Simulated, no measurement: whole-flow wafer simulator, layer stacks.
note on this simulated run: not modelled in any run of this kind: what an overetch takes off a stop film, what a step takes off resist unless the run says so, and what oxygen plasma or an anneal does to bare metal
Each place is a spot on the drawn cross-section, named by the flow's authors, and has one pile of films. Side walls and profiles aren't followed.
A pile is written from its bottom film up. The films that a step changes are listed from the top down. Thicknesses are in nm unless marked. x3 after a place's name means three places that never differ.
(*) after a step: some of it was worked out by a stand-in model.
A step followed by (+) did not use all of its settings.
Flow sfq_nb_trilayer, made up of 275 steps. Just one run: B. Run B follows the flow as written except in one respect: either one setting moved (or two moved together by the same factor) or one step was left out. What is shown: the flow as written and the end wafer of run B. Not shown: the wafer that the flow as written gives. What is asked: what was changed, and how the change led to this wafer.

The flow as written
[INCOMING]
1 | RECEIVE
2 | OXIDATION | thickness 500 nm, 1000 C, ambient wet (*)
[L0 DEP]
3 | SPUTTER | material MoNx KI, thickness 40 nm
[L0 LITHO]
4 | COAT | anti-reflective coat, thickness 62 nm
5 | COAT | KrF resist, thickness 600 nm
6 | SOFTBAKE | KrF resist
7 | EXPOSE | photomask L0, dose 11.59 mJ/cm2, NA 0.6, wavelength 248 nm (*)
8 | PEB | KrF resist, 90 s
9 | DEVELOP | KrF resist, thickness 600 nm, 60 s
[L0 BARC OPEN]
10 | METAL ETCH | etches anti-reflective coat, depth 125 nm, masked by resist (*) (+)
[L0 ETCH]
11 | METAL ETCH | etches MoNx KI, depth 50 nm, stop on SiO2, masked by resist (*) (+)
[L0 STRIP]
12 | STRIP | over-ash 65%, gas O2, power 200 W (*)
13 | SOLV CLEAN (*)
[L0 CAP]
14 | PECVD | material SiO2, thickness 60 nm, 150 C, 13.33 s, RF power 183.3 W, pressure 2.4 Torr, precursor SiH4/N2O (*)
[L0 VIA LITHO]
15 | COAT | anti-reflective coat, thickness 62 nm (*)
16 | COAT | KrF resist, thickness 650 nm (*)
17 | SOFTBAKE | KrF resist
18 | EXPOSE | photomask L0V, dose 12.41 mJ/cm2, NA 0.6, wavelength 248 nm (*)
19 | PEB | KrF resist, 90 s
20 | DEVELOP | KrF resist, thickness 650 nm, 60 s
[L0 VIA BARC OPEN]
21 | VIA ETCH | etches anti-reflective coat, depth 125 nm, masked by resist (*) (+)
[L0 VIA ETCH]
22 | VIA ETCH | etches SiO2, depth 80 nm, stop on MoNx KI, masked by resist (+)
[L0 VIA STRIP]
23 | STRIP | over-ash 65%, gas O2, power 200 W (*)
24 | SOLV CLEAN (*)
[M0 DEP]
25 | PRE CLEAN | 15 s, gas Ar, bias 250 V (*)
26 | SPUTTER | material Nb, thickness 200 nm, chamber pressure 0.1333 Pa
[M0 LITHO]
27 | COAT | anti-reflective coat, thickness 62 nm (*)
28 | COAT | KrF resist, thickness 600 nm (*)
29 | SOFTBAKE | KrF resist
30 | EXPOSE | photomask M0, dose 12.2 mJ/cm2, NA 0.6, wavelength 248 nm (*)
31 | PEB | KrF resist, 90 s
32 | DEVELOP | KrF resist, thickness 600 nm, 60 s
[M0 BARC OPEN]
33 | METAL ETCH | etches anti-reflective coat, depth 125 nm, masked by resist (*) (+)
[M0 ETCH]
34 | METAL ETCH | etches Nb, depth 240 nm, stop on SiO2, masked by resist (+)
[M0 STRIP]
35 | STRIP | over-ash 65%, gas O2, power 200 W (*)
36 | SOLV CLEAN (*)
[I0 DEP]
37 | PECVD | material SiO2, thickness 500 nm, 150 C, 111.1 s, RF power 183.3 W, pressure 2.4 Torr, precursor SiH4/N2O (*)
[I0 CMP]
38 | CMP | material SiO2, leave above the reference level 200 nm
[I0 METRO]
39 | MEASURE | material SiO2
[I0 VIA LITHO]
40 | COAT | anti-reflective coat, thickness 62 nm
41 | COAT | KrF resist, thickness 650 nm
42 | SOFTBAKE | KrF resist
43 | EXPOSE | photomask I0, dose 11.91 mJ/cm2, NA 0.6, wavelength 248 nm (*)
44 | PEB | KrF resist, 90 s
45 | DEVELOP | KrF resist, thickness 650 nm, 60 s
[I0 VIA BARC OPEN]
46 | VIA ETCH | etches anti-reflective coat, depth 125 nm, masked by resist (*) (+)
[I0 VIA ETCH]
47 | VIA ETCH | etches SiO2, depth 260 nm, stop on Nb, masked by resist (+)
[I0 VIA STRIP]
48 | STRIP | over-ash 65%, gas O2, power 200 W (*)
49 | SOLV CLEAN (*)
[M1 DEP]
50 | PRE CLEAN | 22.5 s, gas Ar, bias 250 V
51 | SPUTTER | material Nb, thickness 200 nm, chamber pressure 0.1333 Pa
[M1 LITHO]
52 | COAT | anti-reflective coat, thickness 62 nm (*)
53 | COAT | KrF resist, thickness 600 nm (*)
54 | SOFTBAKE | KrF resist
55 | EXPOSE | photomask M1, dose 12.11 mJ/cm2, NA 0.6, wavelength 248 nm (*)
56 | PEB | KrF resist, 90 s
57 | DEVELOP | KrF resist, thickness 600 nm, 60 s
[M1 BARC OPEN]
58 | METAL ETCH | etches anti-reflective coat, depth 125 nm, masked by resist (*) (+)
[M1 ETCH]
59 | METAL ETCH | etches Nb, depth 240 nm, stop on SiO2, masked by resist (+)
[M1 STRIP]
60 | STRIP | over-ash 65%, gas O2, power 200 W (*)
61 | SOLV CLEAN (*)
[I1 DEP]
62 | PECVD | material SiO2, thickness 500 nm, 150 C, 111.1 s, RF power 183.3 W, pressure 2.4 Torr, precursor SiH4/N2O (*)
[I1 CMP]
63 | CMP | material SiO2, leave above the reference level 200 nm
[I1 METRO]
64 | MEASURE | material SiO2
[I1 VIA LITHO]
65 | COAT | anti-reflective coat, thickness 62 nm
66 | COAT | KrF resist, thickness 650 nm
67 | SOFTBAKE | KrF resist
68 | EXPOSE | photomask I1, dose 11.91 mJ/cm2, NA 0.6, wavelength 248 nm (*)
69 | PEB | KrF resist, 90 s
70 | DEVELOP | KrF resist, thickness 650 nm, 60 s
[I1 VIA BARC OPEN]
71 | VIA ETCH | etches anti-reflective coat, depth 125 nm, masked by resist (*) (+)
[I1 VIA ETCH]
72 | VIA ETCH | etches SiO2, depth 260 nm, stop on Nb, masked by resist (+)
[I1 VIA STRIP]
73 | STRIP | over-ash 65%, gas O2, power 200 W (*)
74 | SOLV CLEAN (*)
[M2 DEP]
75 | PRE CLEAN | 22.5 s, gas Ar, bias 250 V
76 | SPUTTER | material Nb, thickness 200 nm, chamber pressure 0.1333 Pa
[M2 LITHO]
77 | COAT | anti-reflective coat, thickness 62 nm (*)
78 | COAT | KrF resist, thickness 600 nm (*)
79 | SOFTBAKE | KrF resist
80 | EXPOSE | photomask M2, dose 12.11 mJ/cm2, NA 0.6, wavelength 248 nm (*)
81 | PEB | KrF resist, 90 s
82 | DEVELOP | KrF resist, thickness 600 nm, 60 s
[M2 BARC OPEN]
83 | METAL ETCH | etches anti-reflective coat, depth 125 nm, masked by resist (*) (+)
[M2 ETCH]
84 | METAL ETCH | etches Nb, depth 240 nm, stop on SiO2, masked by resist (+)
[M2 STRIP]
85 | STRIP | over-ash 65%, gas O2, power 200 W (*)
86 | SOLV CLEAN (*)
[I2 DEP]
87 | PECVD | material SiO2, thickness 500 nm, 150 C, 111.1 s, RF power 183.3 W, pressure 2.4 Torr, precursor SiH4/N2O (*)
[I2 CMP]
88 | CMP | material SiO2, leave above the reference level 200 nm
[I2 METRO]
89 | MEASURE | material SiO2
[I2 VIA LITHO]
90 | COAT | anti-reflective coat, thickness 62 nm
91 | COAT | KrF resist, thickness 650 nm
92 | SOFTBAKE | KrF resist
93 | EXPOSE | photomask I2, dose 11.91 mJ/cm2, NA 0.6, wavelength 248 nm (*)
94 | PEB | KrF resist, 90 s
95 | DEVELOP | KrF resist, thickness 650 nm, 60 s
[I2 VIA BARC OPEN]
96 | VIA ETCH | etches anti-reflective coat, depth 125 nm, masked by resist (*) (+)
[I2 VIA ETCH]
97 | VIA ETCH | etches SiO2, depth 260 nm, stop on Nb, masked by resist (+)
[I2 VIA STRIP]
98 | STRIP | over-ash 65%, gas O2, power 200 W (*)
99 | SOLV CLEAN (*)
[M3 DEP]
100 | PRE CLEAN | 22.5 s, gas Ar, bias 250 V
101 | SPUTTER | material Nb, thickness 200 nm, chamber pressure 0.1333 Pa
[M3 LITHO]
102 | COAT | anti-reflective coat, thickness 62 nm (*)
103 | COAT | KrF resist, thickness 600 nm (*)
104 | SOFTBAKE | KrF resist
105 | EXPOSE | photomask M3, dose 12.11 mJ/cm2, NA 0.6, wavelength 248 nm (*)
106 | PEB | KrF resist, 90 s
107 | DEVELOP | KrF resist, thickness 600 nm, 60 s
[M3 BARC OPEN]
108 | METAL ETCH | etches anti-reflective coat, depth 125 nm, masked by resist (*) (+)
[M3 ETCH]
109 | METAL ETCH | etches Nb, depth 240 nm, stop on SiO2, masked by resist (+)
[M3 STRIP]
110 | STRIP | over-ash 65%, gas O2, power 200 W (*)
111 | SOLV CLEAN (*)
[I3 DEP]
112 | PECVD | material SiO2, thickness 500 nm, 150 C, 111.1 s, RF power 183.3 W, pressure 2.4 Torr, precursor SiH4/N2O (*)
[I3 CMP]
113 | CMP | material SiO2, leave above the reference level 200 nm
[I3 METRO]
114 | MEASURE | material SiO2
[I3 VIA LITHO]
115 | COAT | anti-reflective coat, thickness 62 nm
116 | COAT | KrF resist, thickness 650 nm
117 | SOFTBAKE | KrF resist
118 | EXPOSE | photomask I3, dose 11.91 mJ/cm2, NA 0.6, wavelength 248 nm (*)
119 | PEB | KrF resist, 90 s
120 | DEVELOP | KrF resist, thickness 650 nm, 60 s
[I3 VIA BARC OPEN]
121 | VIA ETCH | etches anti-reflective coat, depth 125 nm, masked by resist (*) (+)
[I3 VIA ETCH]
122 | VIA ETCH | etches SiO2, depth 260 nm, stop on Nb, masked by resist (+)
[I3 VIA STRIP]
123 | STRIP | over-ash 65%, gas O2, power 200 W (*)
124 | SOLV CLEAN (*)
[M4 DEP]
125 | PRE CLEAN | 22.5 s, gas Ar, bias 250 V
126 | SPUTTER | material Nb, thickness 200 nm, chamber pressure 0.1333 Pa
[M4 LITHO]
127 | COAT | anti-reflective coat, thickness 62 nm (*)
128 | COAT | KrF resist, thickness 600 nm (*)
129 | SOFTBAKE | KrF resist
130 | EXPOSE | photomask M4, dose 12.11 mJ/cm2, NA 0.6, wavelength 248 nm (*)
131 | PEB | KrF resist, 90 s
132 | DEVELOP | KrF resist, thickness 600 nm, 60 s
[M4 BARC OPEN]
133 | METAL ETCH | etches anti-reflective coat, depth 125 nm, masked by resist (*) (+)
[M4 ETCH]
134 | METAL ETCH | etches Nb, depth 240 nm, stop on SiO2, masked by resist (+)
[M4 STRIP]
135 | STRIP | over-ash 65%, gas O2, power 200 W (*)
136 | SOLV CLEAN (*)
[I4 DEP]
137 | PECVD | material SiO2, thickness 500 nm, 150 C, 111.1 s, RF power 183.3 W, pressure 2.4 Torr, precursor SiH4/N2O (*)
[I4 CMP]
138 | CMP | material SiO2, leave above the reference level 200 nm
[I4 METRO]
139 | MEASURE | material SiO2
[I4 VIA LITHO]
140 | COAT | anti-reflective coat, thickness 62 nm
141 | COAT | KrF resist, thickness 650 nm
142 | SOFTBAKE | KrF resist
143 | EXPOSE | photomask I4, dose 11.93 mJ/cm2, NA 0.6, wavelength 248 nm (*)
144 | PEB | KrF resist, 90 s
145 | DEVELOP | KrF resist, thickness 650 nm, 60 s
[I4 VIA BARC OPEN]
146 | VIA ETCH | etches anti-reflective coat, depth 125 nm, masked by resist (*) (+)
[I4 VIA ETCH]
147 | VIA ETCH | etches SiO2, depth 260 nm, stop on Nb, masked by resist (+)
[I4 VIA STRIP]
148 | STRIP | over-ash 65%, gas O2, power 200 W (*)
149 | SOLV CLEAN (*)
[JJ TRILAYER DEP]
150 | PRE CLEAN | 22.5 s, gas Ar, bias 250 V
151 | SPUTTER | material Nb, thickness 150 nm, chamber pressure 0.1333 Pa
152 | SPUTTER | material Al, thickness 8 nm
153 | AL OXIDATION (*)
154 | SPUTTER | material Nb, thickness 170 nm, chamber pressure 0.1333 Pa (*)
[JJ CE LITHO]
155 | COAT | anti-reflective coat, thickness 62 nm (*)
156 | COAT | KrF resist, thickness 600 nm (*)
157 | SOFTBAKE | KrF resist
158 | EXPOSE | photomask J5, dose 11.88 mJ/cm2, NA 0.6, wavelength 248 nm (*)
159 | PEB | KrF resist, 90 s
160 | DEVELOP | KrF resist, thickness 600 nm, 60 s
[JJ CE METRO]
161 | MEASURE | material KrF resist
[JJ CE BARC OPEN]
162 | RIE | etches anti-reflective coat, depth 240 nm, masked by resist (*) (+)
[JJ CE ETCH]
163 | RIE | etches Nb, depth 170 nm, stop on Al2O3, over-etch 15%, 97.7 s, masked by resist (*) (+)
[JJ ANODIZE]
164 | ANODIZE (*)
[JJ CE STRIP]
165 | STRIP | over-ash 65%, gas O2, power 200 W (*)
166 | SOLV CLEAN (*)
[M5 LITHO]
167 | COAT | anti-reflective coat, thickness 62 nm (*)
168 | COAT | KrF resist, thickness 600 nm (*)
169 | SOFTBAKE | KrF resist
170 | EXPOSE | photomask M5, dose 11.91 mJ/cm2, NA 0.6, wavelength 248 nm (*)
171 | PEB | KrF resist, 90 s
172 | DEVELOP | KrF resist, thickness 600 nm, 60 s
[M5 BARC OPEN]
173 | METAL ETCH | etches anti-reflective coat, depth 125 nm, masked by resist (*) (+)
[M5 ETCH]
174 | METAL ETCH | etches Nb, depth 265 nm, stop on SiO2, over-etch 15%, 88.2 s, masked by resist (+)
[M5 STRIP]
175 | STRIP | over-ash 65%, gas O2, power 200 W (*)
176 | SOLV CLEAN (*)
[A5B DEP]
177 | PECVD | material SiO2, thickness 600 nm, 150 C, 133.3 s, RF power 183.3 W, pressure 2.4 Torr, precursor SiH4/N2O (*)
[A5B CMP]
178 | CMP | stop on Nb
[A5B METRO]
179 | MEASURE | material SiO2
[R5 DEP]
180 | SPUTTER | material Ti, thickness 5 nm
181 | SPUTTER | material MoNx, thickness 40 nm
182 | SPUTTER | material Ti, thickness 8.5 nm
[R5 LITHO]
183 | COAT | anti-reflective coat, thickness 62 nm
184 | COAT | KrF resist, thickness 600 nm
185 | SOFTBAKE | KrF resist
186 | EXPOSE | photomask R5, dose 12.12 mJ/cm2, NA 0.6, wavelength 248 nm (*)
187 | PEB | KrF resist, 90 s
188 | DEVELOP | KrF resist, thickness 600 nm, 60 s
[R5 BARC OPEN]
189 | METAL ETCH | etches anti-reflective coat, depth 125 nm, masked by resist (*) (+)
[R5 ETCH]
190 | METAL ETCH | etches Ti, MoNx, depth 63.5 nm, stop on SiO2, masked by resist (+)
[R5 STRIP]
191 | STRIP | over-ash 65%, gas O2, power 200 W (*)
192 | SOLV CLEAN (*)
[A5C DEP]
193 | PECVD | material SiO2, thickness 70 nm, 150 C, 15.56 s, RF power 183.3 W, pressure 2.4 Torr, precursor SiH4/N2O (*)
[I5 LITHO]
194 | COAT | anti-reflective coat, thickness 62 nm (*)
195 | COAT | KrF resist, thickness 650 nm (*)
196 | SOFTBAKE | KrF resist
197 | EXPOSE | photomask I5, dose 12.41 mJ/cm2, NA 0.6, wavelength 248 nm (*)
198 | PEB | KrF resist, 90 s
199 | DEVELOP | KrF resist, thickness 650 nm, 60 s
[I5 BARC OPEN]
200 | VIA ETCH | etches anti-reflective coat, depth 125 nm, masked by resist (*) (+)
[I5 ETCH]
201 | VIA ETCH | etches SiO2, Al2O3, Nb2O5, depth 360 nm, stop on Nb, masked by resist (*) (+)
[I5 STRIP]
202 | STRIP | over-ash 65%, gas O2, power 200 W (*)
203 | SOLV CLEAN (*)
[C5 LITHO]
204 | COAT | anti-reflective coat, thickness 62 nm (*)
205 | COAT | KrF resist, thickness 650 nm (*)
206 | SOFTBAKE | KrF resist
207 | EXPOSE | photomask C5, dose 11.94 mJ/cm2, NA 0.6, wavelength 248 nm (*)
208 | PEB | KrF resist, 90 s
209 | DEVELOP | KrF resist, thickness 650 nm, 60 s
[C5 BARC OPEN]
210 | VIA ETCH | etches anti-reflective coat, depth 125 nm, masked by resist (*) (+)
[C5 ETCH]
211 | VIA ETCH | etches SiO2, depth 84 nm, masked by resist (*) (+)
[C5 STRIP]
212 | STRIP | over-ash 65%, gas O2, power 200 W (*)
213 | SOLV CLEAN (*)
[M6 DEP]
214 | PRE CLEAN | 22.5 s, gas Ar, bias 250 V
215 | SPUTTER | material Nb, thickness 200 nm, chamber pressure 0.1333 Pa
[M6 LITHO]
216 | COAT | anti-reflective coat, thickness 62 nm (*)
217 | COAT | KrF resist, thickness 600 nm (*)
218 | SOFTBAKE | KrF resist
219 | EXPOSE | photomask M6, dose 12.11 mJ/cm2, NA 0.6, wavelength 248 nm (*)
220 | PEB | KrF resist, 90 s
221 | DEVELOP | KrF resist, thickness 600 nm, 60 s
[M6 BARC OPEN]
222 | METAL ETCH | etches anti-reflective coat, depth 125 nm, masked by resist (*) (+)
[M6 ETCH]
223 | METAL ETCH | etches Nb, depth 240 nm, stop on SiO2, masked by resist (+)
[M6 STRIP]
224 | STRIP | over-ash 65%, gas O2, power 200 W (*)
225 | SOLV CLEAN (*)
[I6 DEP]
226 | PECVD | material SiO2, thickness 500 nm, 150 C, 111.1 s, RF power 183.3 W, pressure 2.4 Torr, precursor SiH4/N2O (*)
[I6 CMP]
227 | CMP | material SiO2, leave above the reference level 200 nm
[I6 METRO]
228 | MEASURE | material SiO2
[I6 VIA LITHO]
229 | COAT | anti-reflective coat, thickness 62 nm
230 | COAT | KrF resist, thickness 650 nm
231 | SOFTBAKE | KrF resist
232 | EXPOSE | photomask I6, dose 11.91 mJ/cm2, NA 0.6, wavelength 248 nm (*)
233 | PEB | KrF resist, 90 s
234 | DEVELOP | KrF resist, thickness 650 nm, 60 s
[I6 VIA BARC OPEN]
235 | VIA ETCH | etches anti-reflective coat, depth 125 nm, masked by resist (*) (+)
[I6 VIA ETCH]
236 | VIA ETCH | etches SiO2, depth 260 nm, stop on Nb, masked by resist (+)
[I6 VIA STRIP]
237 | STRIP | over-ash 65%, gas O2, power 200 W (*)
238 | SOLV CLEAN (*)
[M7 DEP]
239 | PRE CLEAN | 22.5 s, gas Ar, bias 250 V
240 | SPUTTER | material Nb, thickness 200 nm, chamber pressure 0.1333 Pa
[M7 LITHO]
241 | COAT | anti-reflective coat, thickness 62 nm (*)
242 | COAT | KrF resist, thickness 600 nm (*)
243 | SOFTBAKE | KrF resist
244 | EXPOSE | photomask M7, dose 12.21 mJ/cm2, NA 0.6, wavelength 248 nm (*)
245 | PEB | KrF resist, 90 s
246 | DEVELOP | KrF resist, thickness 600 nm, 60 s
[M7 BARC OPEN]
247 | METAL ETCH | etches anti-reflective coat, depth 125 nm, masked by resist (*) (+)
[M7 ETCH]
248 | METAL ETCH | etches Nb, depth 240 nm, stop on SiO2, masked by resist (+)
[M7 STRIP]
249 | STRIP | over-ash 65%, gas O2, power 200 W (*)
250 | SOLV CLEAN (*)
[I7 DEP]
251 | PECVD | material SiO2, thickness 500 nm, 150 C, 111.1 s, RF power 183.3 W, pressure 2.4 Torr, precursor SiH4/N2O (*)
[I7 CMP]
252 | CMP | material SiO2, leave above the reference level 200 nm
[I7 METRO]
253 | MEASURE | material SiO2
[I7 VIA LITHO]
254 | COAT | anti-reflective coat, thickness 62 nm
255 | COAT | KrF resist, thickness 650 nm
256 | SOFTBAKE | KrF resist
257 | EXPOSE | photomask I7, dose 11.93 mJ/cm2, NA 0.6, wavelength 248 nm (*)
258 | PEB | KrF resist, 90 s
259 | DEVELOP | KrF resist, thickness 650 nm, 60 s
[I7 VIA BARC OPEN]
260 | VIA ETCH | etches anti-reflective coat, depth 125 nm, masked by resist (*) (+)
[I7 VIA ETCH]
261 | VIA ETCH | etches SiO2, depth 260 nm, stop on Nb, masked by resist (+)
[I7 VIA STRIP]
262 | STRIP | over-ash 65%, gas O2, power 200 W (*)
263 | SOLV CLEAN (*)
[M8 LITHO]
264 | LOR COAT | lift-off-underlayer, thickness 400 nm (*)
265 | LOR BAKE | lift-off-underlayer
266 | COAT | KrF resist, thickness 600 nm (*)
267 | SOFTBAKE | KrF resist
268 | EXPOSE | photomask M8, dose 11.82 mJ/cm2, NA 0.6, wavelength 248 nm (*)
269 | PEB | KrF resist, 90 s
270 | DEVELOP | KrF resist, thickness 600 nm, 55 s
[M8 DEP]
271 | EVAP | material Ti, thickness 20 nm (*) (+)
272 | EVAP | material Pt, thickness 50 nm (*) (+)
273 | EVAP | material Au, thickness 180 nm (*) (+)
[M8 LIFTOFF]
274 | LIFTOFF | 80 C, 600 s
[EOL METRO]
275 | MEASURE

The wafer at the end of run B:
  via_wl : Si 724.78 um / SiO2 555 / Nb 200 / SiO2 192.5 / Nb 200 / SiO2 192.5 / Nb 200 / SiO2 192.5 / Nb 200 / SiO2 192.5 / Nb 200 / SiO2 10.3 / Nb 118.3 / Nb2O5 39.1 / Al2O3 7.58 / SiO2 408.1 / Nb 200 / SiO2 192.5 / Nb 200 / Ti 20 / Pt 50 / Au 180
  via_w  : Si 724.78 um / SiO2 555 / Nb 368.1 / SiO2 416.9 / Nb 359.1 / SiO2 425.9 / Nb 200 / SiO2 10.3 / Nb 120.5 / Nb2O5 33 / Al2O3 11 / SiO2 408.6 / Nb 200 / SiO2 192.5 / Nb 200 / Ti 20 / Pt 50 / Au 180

The reason: step 147, VIA ETCH: depth 182 nm was run, though the flow has depth 260 nm.

Step by step, how the change led to this:
  147 | VIA ETCH | etches SiO2, depth 260 nm, stop on Nb, masked by resist (+)
      via_wl, via_w, via_wr: -182 SiO2 (it would be, as written: -199.8 SiO2 (all of it))
      field_l, v_sur, via_sp and 100 more: -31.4 KrF resist (it would be, as written: -44.8 KrF resist)
  148 | STRIP | over-ash 65%, gas O2, power 200 W (*)
      field_l, v_sur, via_sp and 100 more: -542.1 KrF resist (all of it), -62 anti-reflective coat (all of it) (it would be, as written: -528.6 KrF resist (all of it), -62 anti-reflective coat (all of it))
  150 | PRE CLEAN | 22.5 s, gas Ar, bias 250 V
      via_wl, via_w, via_wr: -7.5 SiO2 (it would be, as written: -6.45 Nb)
  151 | SPUTTER | material Nb, thickness 150 nm, chamber pressure 0.1333 Pa
      via_wl, via_w, via_wr: +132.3 Nb (new film) (it would be, as written: +130.4 Nb)
  154 | SPUTTER | material Nb, thickness 170 nm, chamber pressure 0.1333 Pa (*)
      via_wl, via_wr: +143.6 Nb (new film) (it would be, as written: +140.7 Nb (new film))
      via_w: +143.9 Nb (new film) (it would be, as written: +141 Nb (new film))
  155 | COAT | anti-reflective coat, thickness 62 nm (*)
      via_wl, via_wr: +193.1 anti-reflective coat (new film) (it would be, as written: +209.4 anti-reflective coat (new film))
  156 | COAT | KrF resist, thickness 600 nm (*)
      via_w: +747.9 KrF resist (new film) (it would be, as written: +763.8 KrF resist (new film))
  160 | DEVELOP | KrF resist, thickness 600 nm, 60 s
      via_w: -746.3 KrF resist (all of it) (it would be, as written: -762.1 KrF resist (all of it))
  162 | RIE | etches anti-reflective coat, depth 240 nm, masked by resist (*) (+)
      ce_l, c5j, ce_r, wl_jj: -193.1 KrF resist (it would be, as written: -209.4 KrF resist)
      via_wl, via_wr: -193.1 anti-reflective coat (all of it) (it would be, as written: -209.4 anti-reflective coat (all of it))
  163 | RIE | etches Nb, depth 170 nm, stop on Al2O3, over-etch 15%, 97.7 s, masked by resist (*) (+)
      via_wl, via_wr: -143.6 Nb (all of it), -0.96 Al2O3 (all of it) (it would be, as written: -140.7 Nb (all of it), -0.96 Al2O3 (all of it))
      via_w: -143.9 Nb (all of it), -0.96 Al2O3 (all of it) (it would be, as written: -141 Nb (all of it), -0.96 Al2O3 (all of it))
  165 | STRIP | over-ash 65%, gas O2, power 200 W (*)
      c5j, ce_r: -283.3 KrF resist (all of it), -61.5 anti-reflective coat (all of it) (it would be, as written: -266.9 KrF resist (all of it), -61.5 anti-reflective coat (all of it))
      ce_l: -283.2 KrF resist (all of it), -61.5 anti-reflective coat (all of it) (it would be, as written: -266.8 KrF resist (all of it), -61.4 anti-reflective coat (all of it))
      (as well as at 1 more place)
  167 | COAT | anti-reflective coat, thickness 62 nm (*)
      via_wl: +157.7 anti-reflective coat (new film) (it would be, as written: +170.5 anti-reflective coat (new film))
      via_wr: +157.7 anti-reflective coat (new film) (it would be, as written: +170.6 anti-reflective coat (new film))
      (as well as at 1 more place)
  175 | STRIP | over-ash 65%, gas O2, power 200 W (*)
      via_wl: -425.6 KrF resist (all of it), -157.7 anti-reflective coat (all of it) (it would be, as written: -427 KrF resist (all of it), -170.5 anti-reflective coat (all of it))
      via_w: -491.1 KrF resist (all of it), -83.1 anti-reflective coat (all of it) (it would be, as written: -503.5 KrF resist (all of it), -84.1 anti-reflective coat (all of it))
      (as well as at 2 more places)
  178 | CMP | stop on Nb
      via_wl, via_wr: -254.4 SiO2 (it would be, as written: -235.7 SiO2)
      via_w: -253.9 SiO2 (it would be, as written: -235.2 SiO2)
With metal films that touch counted as one body, via_wl has 8 bodies (between them, from the top down: SiO2 192.5; SiO2 408.1 / Al2O3 7.58 / Nb2O5 39.1; SiO2 10.3; SiO2 192.5; SiO2 192.5; SiO2 192.5; SiO2 192.5); the flow as written gives 7 bodies (between them, from the top down: SiO2 192.5; SiO2 426.8 / Al2O3 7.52 / Nb2O5 39.2; SiO2 192.5; SiO2 192.5; SiO2 192.5; SiO2 192.5).
With metal films that touch counted as one body, via_w has 6 bodies (between them, from the top down: SiO2 192.5; SiO2 408.6 / Al2O3 11 / Nb2O5 33; SiO2 10.3; SiO2 425.9; SiO2 416.9); the flow as written gives 5 bodies (between them, from the top down: SiO2 192.5; SiO2 427.3 / Al2O3 10.8 / Nb2O5 33.3; SiO2 425.9; SiO2 416.9).
